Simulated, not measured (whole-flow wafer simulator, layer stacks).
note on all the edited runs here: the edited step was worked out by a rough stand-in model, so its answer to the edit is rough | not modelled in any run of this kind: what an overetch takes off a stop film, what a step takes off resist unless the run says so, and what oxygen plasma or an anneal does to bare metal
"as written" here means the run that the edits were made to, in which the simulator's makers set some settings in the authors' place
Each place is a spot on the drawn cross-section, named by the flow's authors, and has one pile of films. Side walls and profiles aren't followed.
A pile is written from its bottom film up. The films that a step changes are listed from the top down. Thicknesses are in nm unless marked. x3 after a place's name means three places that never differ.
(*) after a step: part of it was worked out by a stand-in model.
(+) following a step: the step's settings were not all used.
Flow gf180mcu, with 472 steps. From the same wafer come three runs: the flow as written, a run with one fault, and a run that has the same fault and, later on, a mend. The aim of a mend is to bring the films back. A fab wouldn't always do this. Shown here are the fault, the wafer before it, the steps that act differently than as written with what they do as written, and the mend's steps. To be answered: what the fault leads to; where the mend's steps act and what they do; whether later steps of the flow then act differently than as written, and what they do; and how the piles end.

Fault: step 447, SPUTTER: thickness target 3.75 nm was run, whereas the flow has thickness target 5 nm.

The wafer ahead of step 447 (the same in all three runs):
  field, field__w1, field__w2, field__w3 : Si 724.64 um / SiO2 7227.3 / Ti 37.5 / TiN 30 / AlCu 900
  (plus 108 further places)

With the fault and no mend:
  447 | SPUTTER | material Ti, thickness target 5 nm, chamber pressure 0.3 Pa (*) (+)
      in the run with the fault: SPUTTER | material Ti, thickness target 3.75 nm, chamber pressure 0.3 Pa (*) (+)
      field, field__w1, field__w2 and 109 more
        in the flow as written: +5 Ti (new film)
        in the run with the fault: +3.75 Ti (new film)
  Later steps of the flow acting differently than as written (4 other steps are not shown; they differ only slightly, by no more than 2% or 0.5 nm, whichever is larger):
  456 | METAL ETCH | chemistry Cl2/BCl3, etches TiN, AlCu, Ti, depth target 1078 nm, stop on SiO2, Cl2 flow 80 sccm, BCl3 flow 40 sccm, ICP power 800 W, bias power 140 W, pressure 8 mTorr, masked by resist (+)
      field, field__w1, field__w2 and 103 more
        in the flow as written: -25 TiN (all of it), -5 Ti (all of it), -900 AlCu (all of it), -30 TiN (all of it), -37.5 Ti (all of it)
        in the run with the fault: -25 TiN (all of it), -3.75 Ti (all of it), -900 AlCu (all of it), -30 TiN (all of it), -37.5 Ti (all of it)
  The piles end different from the flow's at field__w8, contact, m1, m1__w1, pad, m1_nw by more than 2% or 0.5 nm, whichever is larger.
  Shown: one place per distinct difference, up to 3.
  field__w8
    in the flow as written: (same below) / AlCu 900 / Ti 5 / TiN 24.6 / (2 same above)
    in the run with the fault: (same below) / AlCu 900 / Ti 3.75 / TiN 24.6 / (2 same above)
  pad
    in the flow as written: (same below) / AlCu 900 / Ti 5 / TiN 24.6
    in the run with the fault: (same below) / AlCu 900 / Ti 3.75 / TiN 24.6

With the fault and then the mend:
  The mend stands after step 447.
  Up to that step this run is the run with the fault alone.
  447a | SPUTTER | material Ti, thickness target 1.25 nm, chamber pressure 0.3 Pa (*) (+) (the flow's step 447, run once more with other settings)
      field, field__w1, field__w2 and 109 more
        +1.25 Ti
  Later steps of the flow that are run all act as written at every place that is followed.
  The piles end the same as the flow's at every place that both follow.
